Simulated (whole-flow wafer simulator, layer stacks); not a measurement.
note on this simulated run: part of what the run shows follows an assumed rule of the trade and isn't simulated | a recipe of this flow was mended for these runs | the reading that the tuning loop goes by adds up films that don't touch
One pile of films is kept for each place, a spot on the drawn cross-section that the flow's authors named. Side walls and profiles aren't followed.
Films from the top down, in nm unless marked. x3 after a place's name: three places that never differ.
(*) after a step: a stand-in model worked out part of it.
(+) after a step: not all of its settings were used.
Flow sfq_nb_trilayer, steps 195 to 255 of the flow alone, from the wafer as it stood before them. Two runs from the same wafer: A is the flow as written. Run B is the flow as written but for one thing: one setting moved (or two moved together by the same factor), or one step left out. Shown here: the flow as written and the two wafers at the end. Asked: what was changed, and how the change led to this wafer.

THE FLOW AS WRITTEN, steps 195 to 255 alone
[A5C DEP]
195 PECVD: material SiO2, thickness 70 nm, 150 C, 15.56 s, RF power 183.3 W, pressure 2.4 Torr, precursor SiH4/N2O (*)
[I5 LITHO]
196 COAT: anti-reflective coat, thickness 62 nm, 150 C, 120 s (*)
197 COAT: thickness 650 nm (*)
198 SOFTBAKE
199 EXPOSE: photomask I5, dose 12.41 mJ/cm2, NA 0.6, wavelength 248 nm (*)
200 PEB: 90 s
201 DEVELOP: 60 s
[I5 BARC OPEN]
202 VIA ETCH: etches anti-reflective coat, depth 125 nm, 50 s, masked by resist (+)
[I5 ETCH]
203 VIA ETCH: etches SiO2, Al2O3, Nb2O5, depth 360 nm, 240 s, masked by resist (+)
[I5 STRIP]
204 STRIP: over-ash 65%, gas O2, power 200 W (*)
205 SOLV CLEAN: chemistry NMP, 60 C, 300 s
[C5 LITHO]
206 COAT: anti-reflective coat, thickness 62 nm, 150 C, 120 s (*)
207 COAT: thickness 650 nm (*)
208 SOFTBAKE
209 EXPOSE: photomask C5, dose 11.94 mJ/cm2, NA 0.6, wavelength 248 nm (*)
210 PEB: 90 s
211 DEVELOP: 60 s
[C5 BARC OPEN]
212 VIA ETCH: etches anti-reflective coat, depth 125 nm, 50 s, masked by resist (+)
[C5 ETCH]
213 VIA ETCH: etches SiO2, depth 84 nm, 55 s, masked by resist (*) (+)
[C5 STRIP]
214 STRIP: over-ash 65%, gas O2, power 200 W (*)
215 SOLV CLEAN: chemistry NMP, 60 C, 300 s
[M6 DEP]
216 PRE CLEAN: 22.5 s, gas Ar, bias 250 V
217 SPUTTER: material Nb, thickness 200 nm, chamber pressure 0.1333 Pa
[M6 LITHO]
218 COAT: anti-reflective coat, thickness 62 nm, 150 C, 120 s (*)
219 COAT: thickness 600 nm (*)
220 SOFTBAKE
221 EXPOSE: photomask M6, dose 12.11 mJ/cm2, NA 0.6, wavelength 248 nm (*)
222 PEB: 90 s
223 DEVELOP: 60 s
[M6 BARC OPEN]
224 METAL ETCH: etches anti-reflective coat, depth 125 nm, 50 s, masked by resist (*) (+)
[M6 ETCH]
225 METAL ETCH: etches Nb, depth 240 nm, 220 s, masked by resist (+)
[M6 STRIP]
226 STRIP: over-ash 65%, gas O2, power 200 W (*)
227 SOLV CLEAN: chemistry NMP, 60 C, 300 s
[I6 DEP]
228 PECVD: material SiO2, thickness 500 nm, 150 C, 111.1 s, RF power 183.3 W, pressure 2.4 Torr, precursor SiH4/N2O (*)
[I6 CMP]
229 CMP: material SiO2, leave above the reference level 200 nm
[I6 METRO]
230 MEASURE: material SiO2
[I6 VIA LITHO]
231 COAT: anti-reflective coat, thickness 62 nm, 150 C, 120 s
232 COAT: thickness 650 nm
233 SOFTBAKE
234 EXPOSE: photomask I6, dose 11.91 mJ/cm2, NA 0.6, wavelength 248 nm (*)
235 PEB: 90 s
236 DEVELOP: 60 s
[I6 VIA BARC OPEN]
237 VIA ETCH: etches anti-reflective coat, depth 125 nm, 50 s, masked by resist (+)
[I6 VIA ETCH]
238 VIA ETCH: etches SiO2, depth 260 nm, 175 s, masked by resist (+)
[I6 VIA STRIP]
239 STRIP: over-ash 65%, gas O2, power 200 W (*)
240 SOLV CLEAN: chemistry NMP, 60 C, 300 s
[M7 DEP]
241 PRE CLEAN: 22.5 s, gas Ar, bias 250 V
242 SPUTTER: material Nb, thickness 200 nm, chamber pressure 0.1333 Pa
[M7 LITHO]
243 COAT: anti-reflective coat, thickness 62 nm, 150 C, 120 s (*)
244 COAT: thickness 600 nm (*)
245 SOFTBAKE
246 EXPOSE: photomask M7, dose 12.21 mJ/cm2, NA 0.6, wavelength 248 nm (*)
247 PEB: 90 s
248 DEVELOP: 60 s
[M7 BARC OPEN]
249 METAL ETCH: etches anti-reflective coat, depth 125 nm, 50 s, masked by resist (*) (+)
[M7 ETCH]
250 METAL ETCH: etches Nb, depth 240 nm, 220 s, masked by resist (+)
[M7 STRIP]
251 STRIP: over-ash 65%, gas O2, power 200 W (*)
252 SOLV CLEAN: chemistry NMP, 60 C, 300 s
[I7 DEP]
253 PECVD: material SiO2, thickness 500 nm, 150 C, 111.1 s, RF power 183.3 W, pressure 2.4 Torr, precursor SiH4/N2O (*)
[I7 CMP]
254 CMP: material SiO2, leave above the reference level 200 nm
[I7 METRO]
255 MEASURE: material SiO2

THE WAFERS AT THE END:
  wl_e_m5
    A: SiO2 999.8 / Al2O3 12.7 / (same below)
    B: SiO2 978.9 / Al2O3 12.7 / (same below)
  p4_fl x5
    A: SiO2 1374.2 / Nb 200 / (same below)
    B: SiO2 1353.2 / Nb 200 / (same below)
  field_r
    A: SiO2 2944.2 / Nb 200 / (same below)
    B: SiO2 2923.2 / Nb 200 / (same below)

The cause: step 195, PECVD: 10.89 s was run, where the flow has 15.56 s.

How the change led to this, step by step:
  195 PECVD: material SiO2, thickness 70 nm, 150 C, 15.56 s, RF power 183.3 W, pressure 2.4 Torr, precursor SiH4/N2O (*)
      field_l, v_sur, via_wl and 92 more: A SiO2 +70 | B SiO2 +49
      ce_l, c5j, ce_r and 8 more: A SiO2 +70 (new film) | B SiO2 +49 (new film)
  196 COAT: anti-reflective coat, thickness 62 nm, 150 C, 120 s (*)
      r5r_line_l, r5r_line_c, r5r_line_r: A anti-reflective coat +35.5 (new film) | B anti-reflective coat +34.7 (new film)
  203 VIA ETCH: etches SiO2, Al2O3, Nb2O5, depth 360 nm, 240 s, masked by resist (+)
      be: A SiO2 -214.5 (all of it), Al2O3 -12.7 (all of it), Nb2O5 -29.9 (all of it), Nb -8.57 | B SiO2 -193.6 (all of it), Al2O3 -12.7 (all of it), Nb2O5 -29.9 (all of it), Nb -10.3
  204 STRIP: over-ash 65%, gas O2, power 200 W (*)
      r5r_line_l, r5r_line_c, r5r_line_r: A KrF-resist-other-grade -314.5 (all of it), anti-reflective coat -35.5 (all of it) | B KrF-resist-other-grade -314.5 (all of it), anti-reflective coat -34.7 (all of it)
  206 COAT: anti-reflective coat, thickness 62 nm, 150 C, 120 s (*)
      r5r_line_l, r5r_line_c, r5r_line_r: A anti-reflective coat +35.5 (new film) | B anti-reflective coat +34.7 (new film)
      be: A anti-reflective coat +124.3 (new film) | B anti-reflective coat +121.5 (new film)
  213 VIA ETCH: etches SiO2, depth 84 nm, 55 s, masked by resist (*) (+)
      c5j: A SiO2 -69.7 (all of it), Nb -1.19 | B SiO2 -48.8 (all of it), Nb -2.94
      res: A SiO2 -69.7 (all of it), Ti -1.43 | B SiO2 -48.7 (all of it), Ti -3.53
  214 STRIP: over-ash 65%, gas O2, power 200 W (*)
      r5r_line_l, r5r_line_c, r5r_line_r: A KrF-resist-other-grade -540 (all of it), anti-reflective coat -35.5 (all of it) | B KrF-resist-other-grade -540 (all of it), anti-reflective coat -34.7 (all of it)
      be: A KrF-resist-other-grade -705.8 (all of it), anti-reflective coat -124.3 (all of it) | B KrF-resist-other-grade -691.7 (all of it), anti-reflective coat -121.5 (all of it)
  217 SPUTTER: material Nb, thickness 200 nm, chamber pressure 0.1333 Pa
      be: A Nb +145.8 | B Nb +150.1
      c5j: A Nb +188.4 | B Nb +194.1
  218 COAT: anti-reflective coat, thickness 62 nm, 150 C, 120 s (*)
      be: A anti-reflective coat +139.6 (new film) | B anti-reflective coat +135.9 (new film)
      jj_sur: A anti-reflective coat +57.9 (new film) | B anti-reflective coat +61 (new film)
      (and at 7 more places)
  219 COAT: thickness 600 nm (*)
      be: A KrF-resist-other-grade +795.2 (new film) | B KrF-resist-other-grade +778.8 (new film)
  226 STRIP: over-ash 65%, gas O2, power 200 W (*)
      be: A KrF-resist-other-grade -559.4 (all of it), anti-reflective coat -139.6 (all of it) | B KrF-resist-other-grade -543 (all of it), anti-reflective coat -135.9 (all of it)
      jj_sur: A KrF-resist-other-grade -361.7 (all of it), anti-reflective coat -57.9 (all of it) | B KrF-resist-other-grade -360.8 (all of it), anti-reflective coat -61 (all of it)
      (and at 7 more places)
  228 PECVD: material SiO2, thickness 500 nm, 150 C, 111.1 s, RF power 183.3 W, pressure 2.4 Torr, precursor SiH4/N2O (*)
      be: A SiO2 +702 (new film) | B SiO2 +678.4 (new film)
      c5j: A SiO2 +514.7 (new film) | B SiO2 +500 (new film)
  229 CMP: material SiO2, leave above the reference level 200 nm
      c5j: A SiO2 -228 | B SiO2 -238.2
      res: A SiO2 -279.3 | B SiO2 -301.9
